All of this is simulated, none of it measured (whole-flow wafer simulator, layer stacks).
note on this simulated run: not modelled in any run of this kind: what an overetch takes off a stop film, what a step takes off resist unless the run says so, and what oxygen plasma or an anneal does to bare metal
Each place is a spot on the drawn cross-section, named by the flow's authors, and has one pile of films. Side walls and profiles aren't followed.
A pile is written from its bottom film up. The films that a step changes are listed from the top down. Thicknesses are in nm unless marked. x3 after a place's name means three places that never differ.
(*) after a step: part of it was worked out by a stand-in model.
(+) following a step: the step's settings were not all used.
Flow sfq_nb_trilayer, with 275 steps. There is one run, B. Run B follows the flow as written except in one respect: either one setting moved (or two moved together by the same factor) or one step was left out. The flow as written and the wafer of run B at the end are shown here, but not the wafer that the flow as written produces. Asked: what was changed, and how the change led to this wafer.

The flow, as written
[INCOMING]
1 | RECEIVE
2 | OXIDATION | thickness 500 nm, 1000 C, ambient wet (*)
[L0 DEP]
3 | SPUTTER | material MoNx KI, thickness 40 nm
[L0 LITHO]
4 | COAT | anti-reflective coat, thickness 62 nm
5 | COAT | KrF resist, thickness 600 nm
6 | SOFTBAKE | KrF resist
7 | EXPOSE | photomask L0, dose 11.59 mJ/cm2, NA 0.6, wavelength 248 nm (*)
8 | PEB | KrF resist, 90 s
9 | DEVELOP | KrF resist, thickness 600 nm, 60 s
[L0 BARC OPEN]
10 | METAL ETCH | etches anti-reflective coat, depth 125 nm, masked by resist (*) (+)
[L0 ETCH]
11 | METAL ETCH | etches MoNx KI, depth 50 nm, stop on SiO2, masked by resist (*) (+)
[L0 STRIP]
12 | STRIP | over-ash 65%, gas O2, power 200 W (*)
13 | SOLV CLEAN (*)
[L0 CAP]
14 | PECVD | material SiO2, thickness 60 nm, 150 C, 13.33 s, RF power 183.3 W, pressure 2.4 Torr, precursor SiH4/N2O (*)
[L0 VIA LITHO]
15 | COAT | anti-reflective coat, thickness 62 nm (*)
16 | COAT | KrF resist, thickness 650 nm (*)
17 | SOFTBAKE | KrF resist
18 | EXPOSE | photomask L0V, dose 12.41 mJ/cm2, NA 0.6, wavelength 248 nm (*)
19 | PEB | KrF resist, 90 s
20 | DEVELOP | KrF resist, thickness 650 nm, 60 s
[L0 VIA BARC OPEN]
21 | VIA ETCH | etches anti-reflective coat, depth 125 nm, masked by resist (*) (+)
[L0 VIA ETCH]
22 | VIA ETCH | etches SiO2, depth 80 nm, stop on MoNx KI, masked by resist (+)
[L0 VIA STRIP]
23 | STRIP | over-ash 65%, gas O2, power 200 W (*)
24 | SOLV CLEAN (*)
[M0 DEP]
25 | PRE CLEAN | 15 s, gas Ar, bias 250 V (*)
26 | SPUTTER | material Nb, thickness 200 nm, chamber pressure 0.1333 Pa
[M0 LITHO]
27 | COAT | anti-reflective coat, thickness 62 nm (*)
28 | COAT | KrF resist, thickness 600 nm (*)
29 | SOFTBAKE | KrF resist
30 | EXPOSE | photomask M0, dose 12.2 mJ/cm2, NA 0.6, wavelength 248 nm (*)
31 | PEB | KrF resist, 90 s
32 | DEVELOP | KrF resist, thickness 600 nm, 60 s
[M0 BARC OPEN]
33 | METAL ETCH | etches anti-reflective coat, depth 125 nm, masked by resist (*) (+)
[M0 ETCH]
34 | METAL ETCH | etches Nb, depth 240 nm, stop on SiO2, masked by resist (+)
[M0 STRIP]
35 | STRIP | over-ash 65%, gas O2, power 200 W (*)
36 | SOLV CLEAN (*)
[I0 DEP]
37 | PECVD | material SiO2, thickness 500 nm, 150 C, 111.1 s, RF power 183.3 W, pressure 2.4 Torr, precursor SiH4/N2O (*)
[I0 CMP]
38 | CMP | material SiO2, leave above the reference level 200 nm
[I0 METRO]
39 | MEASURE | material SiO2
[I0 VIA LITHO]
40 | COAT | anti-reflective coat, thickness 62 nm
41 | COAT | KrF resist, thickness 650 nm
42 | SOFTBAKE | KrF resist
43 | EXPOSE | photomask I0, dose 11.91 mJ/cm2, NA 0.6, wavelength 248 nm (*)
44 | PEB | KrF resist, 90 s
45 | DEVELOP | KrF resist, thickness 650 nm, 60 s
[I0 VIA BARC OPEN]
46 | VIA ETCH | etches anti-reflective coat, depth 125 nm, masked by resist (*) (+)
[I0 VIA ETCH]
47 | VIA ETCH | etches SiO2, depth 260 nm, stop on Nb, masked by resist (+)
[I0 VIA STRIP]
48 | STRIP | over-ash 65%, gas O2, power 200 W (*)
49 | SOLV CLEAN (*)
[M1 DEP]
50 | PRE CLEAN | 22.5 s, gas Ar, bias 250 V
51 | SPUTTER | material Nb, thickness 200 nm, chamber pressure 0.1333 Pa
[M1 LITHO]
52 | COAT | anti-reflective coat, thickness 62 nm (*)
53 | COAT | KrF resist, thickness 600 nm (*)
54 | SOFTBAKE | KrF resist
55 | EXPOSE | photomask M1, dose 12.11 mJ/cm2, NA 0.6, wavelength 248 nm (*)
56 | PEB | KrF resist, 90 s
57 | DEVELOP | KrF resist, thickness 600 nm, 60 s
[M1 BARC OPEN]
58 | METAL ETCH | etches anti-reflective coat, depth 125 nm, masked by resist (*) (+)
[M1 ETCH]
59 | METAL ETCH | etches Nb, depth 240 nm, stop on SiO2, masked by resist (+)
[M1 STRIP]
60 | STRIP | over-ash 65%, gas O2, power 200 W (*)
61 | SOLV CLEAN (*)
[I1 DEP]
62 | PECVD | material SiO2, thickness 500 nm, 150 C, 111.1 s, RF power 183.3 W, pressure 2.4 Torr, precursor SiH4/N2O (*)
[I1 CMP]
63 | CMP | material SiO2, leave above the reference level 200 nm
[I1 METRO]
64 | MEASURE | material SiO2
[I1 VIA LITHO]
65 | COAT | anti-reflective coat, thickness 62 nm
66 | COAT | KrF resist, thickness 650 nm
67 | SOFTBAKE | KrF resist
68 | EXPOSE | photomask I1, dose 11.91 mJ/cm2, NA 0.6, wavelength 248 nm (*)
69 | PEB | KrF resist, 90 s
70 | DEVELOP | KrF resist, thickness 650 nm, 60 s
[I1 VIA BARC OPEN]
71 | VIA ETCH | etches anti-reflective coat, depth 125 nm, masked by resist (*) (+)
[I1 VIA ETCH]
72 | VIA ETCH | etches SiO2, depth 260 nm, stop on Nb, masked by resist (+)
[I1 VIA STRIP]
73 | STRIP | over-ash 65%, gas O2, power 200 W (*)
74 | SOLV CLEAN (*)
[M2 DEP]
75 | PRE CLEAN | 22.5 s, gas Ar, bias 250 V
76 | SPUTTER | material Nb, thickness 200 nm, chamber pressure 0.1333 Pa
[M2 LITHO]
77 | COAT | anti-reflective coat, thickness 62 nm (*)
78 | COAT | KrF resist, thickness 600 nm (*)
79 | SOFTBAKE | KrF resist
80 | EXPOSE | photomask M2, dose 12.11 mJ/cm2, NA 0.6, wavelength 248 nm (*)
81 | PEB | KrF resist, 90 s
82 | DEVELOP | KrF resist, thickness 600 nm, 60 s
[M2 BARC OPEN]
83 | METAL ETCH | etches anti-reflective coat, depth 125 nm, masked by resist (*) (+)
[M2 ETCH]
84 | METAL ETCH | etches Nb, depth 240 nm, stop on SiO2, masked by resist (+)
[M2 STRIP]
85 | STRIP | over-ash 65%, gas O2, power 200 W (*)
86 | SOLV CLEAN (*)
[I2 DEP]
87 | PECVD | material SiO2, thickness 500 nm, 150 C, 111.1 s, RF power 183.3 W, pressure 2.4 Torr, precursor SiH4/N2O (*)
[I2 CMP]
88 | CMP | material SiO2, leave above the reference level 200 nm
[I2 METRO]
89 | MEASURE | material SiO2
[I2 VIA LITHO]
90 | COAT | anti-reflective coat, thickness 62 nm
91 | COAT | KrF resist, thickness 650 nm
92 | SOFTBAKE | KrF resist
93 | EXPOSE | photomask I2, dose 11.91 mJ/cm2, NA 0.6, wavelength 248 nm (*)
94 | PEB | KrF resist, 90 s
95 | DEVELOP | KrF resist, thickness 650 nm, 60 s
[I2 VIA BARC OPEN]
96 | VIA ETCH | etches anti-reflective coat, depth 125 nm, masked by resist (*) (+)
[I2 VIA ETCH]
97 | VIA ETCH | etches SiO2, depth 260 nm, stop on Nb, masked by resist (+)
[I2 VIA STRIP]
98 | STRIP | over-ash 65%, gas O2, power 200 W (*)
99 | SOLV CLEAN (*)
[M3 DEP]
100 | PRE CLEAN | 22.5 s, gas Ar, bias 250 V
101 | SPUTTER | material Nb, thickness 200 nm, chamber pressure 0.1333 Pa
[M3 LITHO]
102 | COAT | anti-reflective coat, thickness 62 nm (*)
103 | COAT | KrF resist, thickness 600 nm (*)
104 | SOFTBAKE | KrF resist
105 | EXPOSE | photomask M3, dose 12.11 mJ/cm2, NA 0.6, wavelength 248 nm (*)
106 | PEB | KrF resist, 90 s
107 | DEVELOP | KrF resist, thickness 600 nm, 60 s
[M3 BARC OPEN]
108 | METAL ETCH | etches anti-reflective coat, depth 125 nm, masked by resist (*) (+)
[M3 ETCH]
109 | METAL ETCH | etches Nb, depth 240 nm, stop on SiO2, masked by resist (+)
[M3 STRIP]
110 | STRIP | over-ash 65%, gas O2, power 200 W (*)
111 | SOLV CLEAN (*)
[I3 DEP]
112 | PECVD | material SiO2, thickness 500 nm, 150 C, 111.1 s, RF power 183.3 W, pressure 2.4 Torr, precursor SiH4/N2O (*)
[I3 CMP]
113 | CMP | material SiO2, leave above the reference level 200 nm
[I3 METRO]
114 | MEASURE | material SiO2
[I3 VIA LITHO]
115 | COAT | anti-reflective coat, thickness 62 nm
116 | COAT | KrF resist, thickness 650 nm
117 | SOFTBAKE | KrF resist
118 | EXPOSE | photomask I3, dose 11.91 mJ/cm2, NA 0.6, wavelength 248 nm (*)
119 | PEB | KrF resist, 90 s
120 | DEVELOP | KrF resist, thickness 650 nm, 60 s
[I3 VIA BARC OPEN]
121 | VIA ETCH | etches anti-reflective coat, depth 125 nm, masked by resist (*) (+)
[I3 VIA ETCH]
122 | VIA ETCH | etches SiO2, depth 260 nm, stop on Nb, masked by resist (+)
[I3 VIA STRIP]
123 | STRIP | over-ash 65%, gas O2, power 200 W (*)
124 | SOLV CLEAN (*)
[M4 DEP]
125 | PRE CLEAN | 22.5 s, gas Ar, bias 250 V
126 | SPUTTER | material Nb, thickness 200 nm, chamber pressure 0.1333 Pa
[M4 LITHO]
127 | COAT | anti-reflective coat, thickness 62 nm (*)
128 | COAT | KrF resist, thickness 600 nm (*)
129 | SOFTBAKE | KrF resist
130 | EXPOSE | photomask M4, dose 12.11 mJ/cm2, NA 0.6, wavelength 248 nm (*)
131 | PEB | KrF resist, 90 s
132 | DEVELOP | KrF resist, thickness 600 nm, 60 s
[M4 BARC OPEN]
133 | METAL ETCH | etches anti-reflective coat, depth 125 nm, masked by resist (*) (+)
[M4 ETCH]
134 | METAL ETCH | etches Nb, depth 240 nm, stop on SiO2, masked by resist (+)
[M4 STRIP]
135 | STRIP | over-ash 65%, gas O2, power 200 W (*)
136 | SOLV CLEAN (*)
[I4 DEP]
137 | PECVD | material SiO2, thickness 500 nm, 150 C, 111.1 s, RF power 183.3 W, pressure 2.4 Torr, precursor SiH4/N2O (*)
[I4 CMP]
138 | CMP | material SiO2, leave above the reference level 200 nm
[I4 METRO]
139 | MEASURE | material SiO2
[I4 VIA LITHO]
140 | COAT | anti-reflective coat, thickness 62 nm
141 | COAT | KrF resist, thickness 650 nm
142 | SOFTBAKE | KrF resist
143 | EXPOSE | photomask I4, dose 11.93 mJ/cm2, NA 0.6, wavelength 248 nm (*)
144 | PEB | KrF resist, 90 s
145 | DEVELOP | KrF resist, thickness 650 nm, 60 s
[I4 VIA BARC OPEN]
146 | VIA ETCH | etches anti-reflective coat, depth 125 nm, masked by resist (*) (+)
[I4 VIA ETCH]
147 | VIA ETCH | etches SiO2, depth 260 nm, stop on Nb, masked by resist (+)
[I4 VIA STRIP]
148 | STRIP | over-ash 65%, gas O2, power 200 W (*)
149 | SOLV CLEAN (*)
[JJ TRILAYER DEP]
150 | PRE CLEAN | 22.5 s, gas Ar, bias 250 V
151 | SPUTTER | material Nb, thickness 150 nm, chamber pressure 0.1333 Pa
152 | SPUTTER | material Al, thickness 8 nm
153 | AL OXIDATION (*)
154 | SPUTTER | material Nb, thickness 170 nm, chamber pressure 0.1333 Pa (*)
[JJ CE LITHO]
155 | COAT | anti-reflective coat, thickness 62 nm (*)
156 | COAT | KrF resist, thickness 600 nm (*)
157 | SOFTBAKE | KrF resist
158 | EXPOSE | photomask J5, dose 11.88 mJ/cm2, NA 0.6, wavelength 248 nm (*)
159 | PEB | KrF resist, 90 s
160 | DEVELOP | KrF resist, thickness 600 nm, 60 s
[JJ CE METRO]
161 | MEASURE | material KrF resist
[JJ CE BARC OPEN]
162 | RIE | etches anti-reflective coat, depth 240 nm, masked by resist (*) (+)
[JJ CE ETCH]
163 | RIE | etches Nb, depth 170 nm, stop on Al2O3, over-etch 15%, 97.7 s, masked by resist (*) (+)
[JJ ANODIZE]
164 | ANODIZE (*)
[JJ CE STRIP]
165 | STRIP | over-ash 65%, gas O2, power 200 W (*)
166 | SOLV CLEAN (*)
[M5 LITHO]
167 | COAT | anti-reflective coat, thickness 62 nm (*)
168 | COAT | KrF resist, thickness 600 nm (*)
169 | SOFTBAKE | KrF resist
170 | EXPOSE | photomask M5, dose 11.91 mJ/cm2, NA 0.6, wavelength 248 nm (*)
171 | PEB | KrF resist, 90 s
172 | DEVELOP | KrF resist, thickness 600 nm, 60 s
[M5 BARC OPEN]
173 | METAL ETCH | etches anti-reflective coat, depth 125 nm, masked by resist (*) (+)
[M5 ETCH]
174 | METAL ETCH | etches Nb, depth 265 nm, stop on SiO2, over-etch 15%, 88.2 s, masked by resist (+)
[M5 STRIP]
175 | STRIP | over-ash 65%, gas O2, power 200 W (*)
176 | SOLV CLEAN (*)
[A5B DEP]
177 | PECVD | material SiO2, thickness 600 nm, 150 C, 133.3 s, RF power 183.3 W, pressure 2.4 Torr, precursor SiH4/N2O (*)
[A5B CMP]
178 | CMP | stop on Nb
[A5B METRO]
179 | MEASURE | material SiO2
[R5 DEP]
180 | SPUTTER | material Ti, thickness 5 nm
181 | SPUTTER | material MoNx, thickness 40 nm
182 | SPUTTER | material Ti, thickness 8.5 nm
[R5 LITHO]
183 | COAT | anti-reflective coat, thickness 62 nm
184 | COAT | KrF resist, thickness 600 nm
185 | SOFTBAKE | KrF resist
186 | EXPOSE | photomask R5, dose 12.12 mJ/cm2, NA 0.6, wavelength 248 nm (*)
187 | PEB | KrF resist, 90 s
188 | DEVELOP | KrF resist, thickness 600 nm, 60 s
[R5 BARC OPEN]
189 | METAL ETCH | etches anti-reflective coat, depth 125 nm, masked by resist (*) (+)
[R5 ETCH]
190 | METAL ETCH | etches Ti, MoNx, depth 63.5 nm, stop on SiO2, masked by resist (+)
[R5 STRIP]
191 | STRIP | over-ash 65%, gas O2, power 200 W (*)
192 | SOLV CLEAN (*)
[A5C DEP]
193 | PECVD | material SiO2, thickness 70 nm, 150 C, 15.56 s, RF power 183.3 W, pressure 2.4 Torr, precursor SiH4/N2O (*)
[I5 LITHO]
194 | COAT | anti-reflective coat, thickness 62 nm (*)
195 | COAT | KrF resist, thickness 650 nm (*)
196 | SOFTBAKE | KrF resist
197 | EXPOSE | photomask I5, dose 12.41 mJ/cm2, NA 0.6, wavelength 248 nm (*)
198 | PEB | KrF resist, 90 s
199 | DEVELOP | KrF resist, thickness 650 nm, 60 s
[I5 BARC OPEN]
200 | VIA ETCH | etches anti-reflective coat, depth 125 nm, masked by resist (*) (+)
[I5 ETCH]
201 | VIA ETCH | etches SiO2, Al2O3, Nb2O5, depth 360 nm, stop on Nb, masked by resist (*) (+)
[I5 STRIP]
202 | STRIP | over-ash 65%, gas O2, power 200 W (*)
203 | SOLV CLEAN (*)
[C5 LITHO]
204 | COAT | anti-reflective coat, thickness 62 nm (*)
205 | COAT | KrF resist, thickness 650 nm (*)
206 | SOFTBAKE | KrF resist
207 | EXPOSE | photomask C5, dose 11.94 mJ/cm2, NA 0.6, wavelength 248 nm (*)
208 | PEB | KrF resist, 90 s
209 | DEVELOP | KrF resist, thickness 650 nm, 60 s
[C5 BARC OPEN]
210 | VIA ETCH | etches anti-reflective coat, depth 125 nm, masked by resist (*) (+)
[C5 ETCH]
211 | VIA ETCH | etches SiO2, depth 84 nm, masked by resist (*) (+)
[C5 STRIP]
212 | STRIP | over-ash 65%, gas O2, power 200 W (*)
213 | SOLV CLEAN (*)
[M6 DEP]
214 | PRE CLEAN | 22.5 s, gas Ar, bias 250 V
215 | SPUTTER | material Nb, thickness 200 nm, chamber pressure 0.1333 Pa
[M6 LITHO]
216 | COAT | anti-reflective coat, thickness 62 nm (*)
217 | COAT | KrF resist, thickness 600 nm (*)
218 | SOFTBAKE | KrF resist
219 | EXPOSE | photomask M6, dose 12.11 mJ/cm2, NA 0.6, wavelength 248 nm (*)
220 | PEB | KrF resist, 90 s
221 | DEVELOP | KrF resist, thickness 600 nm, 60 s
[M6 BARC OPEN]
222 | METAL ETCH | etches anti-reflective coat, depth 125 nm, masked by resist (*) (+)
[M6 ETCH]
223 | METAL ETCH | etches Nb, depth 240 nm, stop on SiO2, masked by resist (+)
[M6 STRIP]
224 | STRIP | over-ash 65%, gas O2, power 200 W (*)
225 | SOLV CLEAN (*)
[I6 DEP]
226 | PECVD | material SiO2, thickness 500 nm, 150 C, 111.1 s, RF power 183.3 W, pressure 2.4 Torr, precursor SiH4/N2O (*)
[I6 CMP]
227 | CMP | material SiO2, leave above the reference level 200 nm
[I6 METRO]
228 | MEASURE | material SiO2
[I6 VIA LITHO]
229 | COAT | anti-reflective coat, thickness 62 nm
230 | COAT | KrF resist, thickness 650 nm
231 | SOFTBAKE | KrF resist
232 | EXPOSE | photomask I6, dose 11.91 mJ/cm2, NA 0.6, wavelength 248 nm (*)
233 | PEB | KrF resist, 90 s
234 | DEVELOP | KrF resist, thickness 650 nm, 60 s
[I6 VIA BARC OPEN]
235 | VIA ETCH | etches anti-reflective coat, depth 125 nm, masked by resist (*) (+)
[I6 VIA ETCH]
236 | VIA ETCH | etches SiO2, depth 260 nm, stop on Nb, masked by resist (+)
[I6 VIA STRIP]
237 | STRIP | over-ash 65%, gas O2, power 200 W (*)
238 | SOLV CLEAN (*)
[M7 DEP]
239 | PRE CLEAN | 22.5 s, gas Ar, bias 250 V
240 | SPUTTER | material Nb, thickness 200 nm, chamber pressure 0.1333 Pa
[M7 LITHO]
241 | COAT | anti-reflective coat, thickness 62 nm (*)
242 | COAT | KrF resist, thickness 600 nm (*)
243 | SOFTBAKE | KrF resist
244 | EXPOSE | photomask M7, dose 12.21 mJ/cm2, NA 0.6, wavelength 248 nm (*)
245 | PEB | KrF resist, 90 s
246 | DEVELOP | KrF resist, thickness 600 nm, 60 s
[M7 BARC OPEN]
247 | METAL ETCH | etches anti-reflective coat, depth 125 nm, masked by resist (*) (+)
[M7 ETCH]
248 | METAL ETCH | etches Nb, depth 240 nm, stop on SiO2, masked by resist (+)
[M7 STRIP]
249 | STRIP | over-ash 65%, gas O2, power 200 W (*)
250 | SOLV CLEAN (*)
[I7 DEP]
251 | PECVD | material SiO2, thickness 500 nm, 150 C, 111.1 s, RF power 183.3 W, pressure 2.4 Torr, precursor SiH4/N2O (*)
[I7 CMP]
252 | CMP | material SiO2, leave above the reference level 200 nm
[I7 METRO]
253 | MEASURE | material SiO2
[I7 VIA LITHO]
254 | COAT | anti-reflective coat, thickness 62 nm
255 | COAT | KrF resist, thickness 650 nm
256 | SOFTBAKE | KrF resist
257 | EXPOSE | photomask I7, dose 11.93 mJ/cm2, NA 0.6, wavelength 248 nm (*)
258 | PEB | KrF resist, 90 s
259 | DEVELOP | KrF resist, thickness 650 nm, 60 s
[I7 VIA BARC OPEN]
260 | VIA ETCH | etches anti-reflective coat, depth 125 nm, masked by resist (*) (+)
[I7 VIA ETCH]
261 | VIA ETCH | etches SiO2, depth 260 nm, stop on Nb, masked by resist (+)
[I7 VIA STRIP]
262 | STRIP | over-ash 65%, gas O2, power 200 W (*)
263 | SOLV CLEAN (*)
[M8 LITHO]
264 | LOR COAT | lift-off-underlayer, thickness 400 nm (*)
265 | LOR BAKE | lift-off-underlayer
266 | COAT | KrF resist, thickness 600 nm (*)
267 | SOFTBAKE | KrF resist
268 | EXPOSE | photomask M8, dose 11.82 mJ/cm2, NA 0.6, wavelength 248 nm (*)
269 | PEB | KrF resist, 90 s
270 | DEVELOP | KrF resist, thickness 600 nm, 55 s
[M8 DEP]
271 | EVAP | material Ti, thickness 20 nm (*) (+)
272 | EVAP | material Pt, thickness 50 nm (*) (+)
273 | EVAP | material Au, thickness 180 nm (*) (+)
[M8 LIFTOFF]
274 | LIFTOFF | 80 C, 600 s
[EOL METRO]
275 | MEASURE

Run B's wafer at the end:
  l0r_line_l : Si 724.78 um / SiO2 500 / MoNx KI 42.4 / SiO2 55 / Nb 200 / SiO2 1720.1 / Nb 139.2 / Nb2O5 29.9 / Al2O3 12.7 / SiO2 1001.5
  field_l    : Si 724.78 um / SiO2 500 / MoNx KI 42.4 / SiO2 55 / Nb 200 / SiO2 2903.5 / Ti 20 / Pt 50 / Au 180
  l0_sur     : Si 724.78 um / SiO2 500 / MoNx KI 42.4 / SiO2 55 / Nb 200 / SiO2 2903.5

The reason: step 3, SPUTTER: thickness 42.4 nm was run, whereas the flow has thickness 40 nm.
One can read it off the wafer: l0r_line_l has MoNx KI 42.4, and step 3 as written asks for 40 nm.

The path from the change to this, step by step:
  3 | SPUTTER | material MoNx KI, thickness 40 nm
      field_l, v_sur, via_wl and 103 more: +42.4 MoNx KI (new film) (in the flow as written it would be: +40 MoNx KI (new film))
  11 | METAL ETCH | etches MoNx KI, depth 50 nm, stop on SiO2, masked by resist (*) (+)
      v_sur, via_wl, via_w and 97 more: -42.4 MoNx KI (all of it) (in the flow as written it would be: -40 MoNx KI (all of it))
